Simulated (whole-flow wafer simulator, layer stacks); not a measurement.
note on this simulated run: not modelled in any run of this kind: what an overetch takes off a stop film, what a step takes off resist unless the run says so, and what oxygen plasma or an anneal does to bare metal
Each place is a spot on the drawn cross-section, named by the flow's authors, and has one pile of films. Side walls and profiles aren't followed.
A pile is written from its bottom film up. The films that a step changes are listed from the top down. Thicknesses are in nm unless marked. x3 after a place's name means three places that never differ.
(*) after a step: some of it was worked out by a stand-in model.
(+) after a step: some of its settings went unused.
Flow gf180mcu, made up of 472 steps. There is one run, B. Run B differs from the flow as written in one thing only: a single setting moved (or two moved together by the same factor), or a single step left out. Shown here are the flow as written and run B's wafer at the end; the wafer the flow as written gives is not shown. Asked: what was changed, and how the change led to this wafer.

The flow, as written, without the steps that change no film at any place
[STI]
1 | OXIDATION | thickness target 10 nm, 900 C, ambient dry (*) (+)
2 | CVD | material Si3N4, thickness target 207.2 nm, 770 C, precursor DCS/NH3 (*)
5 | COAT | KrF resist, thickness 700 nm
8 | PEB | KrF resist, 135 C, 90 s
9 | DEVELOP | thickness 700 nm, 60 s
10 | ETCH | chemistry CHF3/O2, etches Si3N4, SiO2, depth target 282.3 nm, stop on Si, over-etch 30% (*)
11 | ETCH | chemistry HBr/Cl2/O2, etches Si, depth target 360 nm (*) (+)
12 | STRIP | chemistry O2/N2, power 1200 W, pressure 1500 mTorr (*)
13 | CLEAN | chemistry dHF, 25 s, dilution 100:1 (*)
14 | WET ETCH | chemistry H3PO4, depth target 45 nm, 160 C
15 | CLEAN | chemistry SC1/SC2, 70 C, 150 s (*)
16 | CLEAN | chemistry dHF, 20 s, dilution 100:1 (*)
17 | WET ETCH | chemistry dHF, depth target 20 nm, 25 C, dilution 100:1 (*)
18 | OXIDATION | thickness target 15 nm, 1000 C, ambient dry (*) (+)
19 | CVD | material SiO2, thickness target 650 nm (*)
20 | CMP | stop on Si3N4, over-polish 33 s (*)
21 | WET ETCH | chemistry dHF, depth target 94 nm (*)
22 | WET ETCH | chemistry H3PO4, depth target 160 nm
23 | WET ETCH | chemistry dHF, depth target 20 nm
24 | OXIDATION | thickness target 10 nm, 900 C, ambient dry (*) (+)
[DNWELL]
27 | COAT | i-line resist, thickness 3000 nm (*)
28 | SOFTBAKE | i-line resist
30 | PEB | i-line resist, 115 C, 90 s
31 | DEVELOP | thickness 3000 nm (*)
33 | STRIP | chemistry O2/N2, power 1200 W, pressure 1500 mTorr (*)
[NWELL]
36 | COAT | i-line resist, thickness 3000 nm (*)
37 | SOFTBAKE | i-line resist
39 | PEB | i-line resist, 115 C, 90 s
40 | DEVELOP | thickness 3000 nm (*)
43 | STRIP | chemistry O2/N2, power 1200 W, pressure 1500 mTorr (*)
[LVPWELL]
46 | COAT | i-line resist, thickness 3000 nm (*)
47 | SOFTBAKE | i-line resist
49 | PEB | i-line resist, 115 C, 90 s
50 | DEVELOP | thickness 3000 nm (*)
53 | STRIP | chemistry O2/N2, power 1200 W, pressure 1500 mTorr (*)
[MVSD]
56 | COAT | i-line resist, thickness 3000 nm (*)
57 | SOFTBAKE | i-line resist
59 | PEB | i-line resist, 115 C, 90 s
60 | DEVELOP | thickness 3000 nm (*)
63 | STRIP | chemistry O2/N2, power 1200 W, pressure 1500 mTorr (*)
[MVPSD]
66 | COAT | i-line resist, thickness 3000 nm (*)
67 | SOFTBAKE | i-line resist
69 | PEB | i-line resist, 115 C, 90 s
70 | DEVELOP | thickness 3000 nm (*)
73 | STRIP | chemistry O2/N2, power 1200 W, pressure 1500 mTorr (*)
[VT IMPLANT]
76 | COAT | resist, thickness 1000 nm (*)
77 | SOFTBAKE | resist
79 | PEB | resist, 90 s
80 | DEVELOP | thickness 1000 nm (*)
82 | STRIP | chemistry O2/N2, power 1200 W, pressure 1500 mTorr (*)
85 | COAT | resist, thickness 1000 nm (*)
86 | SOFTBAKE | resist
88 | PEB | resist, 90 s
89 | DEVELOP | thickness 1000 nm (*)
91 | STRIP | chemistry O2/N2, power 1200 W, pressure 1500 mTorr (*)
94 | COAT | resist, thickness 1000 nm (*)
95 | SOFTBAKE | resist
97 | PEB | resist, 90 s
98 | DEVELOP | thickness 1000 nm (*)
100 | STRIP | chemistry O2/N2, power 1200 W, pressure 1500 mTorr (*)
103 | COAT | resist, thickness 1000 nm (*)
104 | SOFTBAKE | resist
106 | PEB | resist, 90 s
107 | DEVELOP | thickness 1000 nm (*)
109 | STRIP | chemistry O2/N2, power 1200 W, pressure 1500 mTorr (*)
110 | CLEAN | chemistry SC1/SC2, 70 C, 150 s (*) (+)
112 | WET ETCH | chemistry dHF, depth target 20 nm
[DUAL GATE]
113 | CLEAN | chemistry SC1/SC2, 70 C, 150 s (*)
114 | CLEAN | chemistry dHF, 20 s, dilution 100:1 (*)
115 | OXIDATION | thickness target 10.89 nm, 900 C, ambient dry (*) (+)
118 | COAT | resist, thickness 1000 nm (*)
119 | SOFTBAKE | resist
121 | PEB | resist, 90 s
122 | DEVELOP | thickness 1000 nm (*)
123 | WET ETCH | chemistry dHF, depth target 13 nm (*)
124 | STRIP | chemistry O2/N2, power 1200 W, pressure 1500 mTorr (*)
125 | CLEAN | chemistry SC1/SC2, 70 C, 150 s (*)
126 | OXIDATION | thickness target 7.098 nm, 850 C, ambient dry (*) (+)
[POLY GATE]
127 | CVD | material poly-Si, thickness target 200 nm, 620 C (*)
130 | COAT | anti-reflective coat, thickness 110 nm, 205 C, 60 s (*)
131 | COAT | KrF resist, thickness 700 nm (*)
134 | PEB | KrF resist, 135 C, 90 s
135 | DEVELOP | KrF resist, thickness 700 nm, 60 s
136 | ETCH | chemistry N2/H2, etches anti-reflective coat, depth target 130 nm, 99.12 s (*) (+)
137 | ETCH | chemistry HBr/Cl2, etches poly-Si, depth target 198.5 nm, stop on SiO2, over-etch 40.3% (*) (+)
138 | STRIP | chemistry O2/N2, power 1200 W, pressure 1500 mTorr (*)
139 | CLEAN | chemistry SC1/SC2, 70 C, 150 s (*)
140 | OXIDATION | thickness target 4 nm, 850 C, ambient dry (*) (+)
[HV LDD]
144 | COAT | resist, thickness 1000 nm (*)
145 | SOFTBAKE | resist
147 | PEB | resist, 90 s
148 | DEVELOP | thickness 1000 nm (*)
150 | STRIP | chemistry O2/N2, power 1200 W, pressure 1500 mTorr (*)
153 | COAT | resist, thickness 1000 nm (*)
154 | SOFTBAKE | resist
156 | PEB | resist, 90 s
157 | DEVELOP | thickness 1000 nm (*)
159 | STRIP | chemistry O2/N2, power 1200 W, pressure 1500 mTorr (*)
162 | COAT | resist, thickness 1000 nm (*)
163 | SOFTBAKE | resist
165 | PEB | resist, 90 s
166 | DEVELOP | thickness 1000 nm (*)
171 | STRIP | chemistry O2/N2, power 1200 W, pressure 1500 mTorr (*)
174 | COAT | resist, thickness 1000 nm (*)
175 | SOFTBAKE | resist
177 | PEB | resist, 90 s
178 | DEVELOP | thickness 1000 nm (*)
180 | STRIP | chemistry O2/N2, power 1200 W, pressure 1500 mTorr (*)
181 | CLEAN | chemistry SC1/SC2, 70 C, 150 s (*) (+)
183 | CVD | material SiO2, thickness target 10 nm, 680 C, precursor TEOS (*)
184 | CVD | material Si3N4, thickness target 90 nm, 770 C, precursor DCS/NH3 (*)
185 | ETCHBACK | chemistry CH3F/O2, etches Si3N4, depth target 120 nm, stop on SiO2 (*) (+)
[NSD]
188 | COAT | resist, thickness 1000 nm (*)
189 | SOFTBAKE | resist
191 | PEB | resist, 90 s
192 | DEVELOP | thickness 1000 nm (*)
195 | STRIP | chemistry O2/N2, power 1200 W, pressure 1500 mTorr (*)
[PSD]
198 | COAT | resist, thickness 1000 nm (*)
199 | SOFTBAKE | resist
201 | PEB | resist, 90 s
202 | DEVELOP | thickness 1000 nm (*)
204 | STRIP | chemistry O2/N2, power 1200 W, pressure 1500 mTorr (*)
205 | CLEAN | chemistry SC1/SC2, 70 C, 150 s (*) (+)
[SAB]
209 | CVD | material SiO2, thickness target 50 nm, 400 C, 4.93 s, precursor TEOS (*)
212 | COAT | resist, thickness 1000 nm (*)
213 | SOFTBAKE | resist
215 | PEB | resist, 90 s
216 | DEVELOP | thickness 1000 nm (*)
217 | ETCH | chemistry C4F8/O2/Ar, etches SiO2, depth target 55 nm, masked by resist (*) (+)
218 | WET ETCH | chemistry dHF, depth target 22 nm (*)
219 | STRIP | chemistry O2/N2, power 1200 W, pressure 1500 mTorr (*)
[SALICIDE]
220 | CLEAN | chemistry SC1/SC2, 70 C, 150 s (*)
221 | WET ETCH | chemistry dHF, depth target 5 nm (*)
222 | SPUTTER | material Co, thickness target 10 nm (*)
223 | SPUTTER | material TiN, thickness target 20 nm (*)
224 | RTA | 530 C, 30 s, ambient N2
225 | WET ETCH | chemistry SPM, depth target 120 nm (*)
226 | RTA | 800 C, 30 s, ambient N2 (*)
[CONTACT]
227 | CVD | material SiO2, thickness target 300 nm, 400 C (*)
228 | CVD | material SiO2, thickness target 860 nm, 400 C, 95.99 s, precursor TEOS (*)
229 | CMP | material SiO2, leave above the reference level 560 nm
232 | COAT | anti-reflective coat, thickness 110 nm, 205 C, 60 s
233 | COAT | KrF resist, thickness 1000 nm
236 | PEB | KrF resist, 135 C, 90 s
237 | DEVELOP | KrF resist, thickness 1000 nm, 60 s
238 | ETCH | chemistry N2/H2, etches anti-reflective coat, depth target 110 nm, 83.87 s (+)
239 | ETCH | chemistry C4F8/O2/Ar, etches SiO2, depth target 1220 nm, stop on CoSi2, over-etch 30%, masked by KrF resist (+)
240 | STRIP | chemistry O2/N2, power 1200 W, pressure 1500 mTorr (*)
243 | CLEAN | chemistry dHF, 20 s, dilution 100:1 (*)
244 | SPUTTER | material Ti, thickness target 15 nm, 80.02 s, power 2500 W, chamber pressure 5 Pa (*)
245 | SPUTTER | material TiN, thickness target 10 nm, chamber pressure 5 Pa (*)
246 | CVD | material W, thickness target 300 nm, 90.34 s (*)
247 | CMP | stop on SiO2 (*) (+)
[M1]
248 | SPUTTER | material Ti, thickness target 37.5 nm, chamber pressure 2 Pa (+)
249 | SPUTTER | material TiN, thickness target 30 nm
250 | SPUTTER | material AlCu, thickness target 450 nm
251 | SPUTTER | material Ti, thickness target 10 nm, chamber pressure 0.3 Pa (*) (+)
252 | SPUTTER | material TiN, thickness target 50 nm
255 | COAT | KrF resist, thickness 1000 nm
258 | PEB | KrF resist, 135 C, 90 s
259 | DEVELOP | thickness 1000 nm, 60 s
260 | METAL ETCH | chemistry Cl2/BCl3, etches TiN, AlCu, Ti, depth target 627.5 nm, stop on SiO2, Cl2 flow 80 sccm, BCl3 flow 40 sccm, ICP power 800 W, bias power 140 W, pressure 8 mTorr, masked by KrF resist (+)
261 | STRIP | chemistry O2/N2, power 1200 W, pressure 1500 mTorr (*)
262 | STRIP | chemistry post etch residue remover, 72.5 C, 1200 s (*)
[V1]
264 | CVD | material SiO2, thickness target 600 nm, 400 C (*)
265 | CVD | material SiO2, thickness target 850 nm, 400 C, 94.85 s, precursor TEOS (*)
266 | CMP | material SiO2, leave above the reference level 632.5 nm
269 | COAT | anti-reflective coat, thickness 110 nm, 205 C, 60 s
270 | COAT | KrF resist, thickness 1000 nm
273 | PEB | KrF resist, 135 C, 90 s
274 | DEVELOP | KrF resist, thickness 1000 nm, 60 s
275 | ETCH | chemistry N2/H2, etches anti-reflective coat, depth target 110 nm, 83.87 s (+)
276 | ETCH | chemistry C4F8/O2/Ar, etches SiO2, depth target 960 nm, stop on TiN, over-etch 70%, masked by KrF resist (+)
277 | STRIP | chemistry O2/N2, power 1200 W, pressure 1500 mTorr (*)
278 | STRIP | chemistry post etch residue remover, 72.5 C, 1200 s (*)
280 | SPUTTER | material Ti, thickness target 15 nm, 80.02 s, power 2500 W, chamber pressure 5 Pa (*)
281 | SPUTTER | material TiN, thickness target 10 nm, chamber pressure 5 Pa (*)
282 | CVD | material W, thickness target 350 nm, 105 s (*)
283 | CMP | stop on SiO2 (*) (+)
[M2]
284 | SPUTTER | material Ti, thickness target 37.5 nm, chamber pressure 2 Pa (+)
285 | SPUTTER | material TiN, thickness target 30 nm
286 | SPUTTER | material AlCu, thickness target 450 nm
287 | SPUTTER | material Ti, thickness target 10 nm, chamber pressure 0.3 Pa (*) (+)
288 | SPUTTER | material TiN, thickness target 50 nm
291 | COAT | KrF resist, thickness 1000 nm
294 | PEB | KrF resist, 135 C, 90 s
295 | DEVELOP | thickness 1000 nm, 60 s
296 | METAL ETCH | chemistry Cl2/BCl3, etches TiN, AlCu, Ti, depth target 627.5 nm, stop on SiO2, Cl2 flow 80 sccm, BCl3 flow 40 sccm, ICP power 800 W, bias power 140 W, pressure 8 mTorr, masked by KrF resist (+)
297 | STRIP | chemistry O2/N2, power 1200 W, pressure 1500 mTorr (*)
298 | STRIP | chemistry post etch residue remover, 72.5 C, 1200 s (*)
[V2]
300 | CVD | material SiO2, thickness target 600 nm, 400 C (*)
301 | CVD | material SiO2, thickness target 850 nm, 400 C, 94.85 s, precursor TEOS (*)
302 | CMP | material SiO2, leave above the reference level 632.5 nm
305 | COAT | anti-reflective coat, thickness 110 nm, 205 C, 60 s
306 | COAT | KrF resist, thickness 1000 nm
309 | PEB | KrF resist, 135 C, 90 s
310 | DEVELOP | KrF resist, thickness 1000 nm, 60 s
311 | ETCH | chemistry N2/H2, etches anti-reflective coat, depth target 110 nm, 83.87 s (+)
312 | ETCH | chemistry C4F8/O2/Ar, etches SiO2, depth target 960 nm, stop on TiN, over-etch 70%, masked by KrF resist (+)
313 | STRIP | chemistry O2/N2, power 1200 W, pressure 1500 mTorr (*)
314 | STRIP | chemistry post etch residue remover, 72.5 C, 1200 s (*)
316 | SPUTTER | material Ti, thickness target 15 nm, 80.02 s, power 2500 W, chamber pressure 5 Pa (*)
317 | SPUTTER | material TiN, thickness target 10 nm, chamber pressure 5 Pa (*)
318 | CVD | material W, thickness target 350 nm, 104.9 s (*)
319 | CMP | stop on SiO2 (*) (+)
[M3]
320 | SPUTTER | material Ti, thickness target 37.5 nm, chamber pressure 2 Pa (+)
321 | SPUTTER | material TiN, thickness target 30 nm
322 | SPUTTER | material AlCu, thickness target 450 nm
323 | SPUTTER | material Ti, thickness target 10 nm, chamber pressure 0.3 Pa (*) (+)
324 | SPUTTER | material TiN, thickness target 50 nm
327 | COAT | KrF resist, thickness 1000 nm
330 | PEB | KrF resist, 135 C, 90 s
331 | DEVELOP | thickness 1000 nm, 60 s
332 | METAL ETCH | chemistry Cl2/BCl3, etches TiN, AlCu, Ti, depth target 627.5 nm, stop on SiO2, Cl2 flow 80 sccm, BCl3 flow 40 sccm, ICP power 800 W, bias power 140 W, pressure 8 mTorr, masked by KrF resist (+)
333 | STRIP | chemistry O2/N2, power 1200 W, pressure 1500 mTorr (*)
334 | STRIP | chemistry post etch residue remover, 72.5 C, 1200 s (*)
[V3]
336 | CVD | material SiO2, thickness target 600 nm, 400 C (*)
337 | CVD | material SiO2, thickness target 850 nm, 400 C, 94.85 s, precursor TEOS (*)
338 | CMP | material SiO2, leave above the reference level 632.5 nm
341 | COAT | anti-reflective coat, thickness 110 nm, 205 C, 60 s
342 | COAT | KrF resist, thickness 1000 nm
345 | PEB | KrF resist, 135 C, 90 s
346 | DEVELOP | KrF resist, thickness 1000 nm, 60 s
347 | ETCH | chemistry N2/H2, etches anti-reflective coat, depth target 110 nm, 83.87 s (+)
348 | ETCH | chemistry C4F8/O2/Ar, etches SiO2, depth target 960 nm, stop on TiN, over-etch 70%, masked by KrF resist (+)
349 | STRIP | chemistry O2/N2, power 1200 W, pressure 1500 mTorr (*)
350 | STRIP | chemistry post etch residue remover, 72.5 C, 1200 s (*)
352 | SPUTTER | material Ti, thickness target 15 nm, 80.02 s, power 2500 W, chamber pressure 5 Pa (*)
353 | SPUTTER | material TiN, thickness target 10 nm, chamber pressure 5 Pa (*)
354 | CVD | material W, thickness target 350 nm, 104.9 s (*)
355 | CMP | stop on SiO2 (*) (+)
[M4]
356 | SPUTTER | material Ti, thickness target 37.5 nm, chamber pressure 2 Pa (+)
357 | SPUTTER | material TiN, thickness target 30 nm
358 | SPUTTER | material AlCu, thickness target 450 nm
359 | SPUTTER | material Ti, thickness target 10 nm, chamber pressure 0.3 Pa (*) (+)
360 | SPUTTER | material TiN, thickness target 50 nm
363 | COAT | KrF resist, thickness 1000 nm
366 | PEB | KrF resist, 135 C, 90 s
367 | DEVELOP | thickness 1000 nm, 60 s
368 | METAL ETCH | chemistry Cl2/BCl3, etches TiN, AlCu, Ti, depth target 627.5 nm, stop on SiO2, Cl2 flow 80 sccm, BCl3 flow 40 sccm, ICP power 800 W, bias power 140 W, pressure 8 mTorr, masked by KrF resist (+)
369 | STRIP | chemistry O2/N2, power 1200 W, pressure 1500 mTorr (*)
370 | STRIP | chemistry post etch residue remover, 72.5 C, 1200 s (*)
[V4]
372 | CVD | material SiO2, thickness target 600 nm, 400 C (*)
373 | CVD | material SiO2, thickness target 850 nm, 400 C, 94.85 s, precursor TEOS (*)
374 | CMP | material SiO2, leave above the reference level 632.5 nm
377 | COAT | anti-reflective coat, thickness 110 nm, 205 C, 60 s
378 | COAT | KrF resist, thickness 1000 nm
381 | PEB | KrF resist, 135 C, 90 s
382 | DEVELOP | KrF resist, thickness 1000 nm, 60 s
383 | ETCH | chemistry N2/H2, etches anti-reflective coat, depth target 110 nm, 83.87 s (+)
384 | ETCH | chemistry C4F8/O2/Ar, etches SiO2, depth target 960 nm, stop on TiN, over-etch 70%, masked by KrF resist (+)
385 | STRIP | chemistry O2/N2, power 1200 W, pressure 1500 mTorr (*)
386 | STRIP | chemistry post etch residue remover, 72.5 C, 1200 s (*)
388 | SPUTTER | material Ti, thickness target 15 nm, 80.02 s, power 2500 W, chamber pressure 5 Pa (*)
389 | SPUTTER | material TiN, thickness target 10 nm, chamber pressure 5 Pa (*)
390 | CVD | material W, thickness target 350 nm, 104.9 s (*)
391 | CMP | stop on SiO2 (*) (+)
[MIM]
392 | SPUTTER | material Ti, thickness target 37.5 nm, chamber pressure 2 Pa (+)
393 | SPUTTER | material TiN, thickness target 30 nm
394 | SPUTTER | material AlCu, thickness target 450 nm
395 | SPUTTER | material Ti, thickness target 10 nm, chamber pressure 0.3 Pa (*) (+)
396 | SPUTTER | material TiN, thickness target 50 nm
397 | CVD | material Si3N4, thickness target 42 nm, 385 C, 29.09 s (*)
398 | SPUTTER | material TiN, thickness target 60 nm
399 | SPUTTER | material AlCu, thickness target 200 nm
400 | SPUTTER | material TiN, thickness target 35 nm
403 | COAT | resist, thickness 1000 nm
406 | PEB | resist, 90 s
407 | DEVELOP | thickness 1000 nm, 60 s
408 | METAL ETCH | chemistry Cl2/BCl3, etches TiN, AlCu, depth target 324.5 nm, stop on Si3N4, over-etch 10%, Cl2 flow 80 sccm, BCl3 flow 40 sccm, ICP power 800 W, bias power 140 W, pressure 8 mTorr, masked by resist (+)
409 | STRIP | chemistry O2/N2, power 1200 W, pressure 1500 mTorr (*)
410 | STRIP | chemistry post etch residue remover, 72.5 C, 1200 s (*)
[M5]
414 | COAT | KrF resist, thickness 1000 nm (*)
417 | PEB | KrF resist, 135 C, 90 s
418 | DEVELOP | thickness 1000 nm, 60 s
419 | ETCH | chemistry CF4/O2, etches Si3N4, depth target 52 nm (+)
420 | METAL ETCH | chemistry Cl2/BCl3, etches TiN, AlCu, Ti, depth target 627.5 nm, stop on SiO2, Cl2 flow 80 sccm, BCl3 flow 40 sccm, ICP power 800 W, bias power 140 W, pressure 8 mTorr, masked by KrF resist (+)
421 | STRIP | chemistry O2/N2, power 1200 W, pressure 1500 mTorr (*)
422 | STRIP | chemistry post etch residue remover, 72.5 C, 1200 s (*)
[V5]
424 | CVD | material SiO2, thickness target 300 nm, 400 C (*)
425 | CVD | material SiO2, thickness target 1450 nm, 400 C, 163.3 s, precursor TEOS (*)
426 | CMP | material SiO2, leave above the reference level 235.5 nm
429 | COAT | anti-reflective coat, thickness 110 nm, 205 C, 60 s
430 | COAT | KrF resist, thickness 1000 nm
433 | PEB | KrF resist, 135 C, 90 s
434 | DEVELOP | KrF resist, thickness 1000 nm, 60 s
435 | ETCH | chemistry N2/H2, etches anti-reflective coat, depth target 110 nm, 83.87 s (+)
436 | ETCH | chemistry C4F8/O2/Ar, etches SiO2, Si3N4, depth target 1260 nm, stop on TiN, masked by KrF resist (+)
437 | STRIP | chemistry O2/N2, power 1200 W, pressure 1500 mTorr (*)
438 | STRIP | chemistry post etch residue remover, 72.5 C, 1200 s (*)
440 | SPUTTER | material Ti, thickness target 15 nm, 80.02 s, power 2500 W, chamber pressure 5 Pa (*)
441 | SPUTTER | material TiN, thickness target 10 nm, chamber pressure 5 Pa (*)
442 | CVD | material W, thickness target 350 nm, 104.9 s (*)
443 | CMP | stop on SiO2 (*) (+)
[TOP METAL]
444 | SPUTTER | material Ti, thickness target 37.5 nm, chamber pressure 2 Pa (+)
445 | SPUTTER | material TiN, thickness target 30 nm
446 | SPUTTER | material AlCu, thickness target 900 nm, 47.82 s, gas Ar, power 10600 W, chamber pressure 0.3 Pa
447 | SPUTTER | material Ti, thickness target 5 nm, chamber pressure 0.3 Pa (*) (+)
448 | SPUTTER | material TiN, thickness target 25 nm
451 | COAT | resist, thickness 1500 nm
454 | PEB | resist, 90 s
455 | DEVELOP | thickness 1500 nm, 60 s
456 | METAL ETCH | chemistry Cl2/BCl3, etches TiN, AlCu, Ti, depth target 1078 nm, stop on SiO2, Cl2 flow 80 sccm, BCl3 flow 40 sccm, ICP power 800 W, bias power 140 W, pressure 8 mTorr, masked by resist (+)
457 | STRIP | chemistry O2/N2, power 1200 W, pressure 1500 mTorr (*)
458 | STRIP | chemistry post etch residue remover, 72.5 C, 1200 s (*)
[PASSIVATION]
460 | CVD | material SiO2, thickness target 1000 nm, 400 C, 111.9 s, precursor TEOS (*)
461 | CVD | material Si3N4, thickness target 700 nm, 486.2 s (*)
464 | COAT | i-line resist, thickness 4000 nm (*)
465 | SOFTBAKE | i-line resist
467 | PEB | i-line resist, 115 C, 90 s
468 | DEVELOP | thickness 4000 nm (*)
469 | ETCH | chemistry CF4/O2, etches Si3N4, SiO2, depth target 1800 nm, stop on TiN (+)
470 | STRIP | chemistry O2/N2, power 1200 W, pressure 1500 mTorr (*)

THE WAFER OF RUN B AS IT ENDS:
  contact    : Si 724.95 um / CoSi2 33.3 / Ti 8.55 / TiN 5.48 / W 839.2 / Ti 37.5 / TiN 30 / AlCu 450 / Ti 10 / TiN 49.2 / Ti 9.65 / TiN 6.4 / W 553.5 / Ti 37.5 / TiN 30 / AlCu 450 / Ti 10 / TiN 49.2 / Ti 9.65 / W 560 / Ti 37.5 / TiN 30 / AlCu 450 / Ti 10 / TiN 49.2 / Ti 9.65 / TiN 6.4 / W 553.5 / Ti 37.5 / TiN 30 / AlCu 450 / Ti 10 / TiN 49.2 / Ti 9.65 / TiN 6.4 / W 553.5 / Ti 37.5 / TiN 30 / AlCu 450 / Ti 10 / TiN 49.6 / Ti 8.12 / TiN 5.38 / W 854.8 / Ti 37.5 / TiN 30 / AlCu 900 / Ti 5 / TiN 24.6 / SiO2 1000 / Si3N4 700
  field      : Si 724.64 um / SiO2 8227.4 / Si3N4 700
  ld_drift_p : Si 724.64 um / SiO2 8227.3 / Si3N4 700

The reason: step 317, SPUTTER: material TiN, thickness target 10 nm, chamber pressure 5 Pa (*), was skipped.

How this came from the change, step by step:
  319 | CMP | stop on SiO2 (*) (+)
      field, field__w1, field__w2 and 107 more: -350 W (all of it), -15 Ti (all of it), -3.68 SiO2 (it would be, as written: -350 W (all of it), -10 TiN (all of it), -15 Ti (all of it), -3.78 SiO2)
      contact: -368.7 W (it would be, as written: -378.8 W)
